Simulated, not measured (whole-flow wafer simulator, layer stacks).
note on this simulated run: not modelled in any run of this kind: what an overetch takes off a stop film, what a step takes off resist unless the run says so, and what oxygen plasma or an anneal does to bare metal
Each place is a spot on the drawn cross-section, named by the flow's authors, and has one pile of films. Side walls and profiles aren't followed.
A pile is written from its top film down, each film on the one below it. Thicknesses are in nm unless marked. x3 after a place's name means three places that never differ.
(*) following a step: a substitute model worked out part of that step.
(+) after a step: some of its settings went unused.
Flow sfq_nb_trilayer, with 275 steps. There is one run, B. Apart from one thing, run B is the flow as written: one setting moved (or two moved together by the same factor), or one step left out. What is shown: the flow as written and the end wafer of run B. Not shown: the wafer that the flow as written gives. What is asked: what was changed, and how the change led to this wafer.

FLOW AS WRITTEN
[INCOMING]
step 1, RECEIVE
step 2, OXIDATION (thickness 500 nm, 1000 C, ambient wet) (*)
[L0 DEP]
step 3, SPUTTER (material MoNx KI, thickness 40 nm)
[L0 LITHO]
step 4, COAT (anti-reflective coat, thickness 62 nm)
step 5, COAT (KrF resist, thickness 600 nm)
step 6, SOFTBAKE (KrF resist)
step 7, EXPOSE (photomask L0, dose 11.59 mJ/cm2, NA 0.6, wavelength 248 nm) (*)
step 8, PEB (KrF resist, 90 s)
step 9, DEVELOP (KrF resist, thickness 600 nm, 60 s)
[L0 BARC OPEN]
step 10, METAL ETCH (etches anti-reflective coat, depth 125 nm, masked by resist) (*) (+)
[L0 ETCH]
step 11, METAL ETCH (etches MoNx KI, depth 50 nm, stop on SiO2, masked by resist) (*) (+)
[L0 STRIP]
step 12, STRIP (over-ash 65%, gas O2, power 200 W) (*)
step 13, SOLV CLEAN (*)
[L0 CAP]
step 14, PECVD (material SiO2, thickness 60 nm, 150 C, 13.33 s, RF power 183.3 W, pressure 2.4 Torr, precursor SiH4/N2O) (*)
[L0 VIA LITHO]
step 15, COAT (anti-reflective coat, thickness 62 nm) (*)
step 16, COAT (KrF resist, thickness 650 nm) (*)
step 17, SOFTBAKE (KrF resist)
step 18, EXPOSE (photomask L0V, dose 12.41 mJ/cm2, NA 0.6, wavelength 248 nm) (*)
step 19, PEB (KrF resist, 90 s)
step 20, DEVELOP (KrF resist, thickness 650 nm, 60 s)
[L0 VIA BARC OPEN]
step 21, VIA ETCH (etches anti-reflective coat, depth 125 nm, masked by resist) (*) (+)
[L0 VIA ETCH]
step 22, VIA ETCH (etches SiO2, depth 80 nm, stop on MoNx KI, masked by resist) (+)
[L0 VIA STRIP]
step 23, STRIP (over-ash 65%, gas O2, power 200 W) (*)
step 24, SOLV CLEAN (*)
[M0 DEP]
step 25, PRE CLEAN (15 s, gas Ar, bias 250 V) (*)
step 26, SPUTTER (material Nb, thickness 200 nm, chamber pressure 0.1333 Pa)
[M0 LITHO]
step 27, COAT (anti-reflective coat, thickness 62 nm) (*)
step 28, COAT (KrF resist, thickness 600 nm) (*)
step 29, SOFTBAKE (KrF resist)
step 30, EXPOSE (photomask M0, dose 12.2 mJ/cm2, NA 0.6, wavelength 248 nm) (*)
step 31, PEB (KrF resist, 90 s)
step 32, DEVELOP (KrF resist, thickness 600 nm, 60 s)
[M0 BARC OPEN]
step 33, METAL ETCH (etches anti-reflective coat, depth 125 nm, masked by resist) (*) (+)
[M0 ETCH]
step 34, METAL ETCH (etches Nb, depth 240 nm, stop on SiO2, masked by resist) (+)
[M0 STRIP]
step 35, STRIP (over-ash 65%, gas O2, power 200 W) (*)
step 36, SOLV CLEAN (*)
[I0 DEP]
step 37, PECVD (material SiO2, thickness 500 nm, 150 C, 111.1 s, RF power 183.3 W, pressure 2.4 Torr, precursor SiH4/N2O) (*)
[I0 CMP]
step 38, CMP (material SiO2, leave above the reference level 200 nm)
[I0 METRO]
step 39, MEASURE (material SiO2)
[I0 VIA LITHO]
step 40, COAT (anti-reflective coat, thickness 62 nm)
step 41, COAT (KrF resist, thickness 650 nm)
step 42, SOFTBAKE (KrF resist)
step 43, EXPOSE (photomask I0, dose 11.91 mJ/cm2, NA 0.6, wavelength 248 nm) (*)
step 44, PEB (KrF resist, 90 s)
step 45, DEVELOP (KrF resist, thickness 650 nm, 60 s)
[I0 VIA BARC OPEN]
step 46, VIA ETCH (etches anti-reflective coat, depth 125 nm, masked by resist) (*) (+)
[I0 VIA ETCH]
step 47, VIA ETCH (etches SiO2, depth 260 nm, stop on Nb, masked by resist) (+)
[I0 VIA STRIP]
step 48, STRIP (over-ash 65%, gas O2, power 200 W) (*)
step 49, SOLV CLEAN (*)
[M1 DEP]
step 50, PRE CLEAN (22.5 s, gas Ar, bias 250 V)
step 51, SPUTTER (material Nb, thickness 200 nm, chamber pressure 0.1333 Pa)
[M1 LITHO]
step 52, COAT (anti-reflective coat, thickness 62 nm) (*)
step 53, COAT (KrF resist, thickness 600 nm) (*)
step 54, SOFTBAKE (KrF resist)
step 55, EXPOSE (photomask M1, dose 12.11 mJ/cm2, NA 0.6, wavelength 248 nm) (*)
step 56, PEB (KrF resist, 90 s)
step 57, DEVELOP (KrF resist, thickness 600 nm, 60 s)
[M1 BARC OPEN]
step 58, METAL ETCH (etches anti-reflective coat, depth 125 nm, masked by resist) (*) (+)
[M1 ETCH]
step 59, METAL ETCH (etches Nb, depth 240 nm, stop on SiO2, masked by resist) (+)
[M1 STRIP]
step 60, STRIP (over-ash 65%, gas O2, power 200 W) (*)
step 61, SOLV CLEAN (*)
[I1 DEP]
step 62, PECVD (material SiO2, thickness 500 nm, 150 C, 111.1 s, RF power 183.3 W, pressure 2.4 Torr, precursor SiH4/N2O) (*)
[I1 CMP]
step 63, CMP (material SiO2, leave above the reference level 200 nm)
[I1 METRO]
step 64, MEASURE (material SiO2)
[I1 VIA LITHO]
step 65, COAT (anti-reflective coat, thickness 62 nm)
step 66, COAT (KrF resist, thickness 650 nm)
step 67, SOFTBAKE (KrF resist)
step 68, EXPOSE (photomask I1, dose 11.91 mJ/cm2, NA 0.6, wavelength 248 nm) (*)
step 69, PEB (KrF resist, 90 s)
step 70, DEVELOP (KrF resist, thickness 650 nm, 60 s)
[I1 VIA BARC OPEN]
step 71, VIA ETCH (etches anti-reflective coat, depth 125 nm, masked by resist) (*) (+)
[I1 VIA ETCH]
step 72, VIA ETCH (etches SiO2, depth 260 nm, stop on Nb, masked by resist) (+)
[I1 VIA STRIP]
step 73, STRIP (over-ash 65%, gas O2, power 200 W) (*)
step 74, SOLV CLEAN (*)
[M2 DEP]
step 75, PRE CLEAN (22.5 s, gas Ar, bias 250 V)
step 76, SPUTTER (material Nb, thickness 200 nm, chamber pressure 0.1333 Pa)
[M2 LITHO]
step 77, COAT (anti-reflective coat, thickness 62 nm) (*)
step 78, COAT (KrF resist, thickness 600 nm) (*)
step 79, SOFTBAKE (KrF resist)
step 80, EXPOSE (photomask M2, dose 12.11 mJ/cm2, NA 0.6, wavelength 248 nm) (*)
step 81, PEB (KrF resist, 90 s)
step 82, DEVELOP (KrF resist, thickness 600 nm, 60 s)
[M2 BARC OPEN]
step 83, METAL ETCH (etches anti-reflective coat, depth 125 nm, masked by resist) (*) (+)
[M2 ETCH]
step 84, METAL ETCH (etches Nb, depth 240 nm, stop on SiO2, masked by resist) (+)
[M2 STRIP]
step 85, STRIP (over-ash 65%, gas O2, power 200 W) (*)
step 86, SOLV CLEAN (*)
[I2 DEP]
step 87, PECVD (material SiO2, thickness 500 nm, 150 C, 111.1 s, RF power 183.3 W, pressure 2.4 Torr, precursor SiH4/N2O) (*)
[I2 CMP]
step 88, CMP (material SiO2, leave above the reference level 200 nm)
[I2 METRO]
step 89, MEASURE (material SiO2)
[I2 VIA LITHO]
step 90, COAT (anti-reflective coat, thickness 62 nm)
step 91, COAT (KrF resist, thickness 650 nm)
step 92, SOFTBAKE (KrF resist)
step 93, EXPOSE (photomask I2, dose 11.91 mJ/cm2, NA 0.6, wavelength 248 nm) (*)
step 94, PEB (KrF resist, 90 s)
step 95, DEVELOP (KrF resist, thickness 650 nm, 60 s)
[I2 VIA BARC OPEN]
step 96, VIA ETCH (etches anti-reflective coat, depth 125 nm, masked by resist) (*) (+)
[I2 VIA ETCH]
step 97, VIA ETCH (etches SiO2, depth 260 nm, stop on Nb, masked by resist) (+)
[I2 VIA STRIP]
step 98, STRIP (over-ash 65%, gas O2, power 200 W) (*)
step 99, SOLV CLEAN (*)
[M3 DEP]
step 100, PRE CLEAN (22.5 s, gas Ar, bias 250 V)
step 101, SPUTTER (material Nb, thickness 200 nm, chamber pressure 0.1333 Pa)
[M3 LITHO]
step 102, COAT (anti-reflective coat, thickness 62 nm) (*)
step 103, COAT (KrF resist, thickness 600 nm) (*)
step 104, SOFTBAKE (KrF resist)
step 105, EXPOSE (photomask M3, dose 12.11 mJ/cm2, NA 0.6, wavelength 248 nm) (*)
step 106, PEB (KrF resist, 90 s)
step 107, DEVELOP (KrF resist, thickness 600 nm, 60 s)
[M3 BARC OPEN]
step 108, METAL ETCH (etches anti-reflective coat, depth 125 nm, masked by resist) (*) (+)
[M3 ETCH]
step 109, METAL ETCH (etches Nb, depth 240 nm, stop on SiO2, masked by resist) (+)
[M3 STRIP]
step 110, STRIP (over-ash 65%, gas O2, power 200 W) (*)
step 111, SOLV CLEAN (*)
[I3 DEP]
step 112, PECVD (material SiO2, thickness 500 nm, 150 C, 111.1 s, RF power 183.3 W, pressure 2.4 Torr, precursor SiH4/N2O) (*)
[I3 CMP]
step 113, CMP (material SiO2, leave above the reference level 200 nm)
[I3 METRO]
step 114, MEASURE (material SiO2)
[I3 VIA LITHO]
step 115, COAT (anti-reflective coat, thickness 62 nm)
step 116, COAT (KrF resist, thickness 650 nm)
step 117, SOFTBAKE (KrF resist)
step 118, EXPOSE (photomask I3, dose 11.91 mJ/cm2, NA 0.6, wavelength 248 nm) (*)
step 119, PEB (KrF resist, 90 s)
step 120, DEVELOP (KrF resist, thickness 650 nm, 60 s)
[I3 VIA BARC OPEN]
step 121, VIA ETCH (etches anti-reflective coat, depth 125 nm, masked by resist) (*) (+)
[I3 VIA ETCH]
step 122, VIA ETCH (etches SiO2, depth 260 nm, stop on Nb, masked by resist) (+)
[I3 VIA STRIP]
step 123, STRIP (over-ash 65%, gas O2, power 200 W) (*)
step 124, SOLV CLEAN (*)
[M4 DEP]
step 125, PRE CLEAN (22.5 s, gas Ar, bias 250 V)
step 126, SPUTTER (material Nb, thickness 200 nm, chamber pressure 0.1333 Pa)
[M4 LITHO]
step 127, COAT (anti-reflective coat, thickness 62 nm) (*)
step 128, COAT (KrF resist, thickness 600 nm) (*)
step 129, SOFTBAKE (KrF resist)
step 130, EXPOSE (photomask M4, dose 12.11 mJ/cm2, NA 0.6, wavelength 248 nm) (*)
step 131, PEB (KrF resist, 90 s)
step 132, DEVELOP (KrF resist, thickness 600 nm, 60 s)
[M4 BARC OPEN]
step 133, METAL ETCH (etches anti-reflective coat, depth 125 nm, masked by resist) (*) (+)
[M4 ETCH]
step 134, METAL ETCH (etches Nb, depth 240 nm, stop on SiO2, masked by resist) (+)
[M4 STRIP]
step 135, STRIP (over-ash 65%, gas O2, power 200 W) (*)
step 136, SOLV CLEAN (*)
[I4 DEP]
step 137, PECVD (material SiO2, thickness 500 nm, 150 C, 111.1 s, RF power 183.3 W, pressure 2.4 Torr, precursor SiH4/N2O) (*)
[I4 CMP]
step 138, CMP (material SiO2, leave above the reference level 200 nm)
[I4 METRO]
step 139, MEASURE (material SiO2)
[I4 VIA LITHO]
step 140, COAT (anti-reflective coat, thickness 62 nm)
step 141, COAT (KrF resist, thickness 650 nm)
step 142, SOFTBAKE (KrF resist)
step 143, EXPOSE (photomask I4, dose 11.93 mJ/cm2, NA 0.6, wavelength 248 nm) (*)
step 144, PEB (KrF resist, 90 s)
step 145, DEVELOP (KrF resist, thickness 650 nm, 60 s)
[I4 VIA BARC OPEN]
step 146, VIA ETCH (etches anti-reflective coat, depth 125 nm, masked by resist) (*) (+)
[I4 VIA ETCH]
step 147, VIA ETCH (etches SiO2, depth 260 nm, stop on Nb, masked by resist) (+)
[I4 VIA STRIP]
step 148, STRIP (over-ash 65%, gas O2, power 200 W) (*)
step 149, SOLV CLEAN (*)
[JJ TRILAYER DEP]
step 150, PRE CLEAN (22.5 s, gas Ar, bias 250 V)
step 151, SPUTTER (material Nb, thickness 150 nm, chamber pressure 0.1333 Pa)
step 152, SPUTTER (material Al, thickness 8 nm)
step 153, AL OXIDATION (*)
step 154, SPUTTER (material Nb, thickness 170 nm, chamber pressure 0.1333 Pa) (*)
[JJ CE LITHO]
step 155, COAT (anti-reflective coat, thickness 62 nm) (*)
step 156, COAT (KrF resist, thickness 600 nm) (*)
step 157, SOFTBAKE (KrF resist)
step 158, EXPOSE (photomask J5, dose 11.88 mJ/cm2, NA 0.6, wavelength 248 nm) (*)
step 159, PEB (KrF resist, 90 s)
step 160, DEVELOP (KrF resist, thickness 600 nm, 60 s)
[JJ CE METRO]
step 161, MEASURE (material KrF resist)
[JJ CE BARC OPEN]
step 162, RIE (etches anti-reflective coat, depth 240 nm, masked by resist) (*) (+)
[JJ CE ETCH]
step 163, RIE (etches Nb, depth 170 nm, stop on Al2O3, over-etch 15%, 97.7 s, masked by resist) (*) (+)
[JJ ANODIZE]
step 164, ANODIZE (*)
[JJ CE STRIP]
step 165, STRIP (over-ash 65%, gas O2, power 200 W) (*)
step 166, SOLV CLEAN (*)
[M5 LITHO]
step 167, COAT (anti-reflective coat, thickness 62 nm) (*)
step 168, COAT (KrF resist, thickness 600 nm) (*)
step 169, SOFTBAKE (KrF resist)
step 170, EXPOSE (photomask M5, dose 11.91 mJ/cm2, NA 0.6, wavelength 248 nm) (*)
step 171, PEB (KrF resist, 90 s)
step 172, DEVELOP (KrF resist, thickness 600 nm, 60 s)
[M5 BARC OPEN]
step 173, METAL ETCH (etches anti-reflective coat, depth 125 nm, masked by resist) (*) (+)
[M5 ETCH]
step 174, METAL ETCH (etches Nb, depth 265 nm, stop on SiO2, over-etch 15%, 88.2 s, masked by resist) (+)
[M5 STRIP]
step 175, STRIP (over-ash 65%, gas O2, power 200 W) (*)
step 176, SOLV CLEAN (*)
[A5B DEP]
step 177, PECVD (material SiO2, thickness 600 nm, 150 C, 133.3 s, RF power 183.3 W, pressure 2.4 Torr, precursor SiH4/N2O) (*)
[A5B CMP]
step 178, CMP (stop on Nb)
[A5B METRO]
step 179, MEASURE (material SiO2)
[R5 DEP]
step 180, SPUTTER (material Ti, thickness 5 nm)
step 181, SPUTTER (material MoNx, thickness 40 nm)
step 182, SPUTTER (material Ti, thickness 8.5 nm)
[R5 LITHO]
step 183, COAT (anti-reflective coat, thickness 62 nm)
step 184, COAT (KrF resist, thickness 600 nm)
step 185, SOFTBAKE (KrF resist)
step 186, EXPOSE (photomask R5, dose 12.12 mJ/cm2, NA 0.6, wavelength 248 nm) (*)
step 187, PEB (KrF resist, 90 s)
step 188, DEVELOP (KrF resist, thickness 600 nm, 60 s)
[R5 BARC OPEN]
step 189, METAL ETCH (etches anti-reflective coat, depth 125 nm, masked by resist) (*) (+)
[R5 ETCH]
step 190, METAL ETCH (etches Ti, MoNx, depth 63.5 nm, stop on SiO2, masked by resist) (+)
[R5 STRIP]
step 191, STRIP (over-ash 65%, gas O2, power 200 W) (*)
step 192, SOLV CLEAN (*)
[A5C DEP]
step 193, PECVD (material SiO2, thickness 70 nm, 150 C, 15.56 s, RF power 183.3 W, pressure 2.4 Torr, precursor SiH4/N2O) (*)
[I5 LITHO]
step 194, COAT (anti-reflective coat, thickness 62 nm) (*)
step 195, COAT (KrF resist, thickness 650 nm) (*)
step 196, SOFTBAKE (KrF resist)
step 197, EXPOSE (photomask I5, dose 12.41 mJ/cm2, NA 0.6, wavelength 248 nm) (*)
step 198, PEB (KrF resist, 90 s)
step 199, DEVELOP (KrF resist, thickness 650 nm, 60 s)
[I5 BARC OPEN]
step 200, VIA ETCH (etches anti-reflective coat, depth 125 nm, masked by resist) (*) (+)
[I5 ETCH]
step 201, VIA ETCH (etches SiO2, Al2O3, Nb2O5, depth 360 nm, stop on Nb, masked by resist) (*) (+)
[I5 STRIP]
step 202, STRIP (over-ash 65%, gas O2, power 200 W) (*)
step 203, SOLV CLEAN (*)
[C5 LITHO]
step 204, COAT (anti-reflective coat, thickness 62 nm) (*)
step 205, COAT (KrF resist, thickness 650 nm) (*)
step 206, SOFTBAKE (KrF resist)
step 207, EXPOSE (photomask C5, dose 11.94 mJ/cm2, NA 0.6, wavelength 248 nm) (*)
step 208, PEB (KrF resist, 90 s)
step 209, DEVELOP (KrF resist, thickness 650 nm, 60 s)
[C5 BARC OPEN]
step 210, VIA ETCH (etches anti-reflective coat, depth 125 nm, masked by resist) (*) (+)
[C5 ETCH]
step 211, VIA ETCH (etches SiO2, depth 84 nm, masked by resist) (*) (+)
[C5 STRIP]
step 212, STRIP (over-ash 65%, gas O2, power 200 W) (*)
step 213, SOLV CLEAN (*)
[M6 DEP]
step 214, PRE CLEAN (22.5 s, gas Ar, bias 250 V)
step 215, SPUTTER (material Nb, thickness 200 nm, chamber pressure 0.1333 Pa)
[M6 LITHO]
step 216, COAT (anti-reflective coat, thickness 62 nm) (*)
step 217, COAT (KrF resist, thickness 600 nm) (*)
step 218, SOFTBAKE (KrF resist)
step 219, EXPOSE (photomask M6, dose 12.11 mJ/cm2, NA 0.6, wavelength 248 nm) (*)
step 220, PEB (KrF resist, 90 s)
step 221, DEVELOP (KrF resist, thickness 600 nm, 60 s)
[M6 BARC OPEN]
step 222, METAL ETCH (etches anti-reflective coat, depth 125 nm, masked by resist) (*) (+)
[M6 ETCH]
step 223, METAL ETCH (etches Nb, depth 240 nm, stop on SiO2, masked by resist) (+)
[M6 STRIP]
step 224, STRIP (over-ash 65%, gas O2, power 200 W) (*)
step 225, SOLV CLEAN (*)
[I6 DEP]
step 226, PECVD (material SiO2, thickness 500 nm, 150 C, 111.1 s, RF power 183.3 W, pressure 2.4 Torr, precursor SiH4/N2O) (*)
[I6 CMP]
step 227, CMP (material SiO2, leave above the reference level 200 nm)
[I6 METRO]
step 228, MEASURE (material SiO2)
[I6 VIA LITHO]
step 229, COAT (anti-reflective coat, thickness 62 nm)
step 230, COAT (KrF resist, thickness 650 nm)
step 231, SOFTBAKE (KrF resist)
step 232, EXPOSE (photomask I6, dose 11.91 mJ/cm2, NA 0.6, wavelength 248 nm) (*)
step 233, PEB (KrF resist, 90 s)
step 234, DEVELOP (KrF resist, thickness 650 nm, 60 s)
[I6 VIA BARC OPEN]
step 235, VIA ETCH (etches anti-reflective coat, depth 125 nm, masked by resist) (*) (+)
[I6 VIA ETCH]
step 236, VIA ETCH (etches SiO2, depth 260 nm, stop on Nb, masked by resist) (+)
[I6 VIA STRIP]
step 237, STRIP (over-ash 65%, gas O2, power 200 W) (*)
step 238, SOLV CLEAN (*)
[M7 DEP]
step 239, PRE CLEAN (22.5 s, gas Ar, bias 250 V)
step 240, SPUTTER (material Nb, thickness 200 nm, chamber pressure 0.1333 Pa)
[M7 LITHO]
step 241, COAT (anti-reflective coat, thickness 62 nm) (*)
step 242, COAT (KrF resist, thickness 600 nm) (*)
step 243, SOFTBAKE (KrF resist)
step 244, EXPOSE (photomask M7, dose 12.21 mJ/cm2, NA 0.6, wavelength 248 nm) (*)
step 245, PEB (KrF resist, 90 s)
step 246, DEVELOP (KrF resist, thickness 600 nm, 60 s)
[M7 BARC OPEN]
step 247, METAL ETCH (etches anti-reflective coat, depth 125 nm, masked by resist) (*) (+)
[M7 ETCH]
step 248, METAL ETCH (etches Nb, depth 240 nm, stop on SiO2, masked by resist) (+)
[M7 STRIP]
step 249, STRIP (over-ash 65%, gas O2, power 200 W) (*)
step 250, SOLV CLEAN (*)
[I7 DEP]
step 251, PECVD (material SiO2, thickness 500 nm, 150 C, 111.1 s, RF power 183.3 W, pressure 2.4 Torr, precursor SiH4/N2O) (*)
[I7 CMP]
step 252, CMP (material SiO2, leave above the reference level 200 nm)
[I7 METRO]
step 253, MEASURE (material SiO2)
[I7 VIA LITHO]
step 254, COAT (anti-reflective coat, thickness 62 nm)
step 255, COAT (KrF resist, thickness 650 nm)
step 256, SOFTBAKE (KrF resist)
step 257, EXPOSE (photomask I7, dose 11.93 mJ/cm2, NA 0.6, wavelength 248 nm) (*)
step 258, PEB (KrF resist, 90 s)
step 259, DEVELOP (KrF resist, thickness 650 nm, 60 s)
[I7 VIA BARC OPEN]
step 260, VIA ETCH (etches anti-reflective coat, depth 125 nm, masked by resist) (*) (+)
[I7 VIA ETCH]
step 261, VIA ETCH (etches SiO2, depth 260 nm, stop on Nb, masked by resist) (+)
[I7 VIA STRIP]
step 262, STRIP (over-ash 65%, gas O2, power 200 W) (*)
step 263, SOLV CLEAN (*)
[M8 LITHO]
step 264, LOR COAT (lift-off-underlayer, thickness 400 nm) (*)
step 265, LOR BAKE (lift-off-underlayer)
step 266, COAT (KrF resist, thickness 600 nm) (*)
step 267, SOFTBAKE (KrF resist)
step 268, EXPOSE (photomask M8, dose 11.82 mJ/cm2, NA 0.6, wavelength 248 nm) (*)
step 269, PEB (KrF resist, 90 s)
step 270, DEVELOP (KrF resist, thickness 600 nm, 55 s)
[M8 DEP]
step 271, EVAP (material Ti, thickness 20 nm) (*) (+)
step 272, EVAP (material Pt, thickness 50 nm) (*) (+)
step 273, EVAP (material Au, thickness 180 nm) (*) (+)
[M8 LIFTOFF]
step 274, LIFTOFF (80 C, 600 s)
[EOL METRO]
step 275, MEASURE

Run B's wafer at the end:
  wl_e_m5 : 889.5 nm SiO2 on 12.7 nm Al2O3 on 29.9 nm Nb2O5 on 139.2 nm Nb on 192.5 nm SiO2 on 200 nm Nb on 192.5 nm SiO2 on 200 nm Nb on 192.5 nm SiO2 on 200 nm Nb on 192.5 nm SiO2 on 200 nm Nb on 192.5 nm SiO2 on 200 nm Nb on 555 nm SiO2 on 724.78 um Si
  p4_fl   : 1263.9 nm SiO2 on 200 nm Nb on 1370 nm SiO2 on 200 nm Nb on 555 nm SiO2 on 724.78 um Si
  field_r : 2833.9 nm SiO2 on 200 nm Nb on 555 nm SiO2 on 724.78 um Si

What caused this: step 215, SPUTTER: thickness 88 nm was run, while the flow as written has thickness 200 nm.

The path from the change to this, step by step:
  step 215, SPUTTER (material Nb, thickness 200 nm, chamber pressure 0.1333 Pa)
      field_l, v_sur, via_wl and 100 more: +88 Nb (new film) (it would be, as written: +200 Nb (new film))
      be: +65.3 Nb (it would be, as written: +147.3 Nb)
      (and at 2 other places as well)
  step 216, COAT (anti-reflective coat, thickness 62 nm) (*)
      be: +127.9 anti-reflective coat (new film) (it would be, as written: +136.7 anti-reflective coat (new film))
      be_sur: +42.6 anti-reflective coat (new film) (it would be, as written: +43.8 anti-reflective coat (new film))
      (and at 3 other places as well)
  step 223, METAL ETCH (etches Nb, depth 240 nm, stop on SiO2, masked by resist) (+)
      field_l, gap, moat and 76 more: -88 Nb (all of it) (it would be, as written: -200 Nb (all of it))
      v_sur, via_wl, via_w and 24 more: -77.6 KrF resist (it would be, as written: -141.2 KrF resist)
  step 224, STRIP (over-ash 65%, gas O2, power 200 W) (*)
      wl_j_sl, wl_j_sr: -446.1 KrF resist (all of it), -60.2 anti-reflective coat (all of it) (it would be, as written: -382.5 KrF resist (all of it), -60.2 anti-reflective coat (all of it))
      wl_c_m6, wl_f_m6: -445.8 KrF resist (all of it), -62 anti-reflective coat (all of it) (it would be, as written: -382.3 KrF resist (all of it), -62 anti-reflective coat (all of it))
      (and at 23 other places as well)
  step 226, PECVD (material SiO2, thickness 500 nm, 150 C, 111.1 s, RF power 183.3 W, pressure 2.4 Torr, precursor SiH4/N2O) (*)
      gap, wl_a_sl, m6r_space_l x2: +500 SiO2 (it would be, as written: +557.1 SiO2)
      be: +650.8 SiO2 (new film) (it would be, as written: +693.5 SiO2 (new film))
  step 227, CMP (material SiO2, leave above the reference level 200 nm)
      field_l, p4_fl, p4_fm and 59 more: -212 SiO2 (it would be, as written: -100 SiO2)
      moat, field_r, lsp_l, ln_m5, lsp_m: -212 SiO2 (it would be, as written: -93.6 SiO2)
      (and at 13 other places as well)
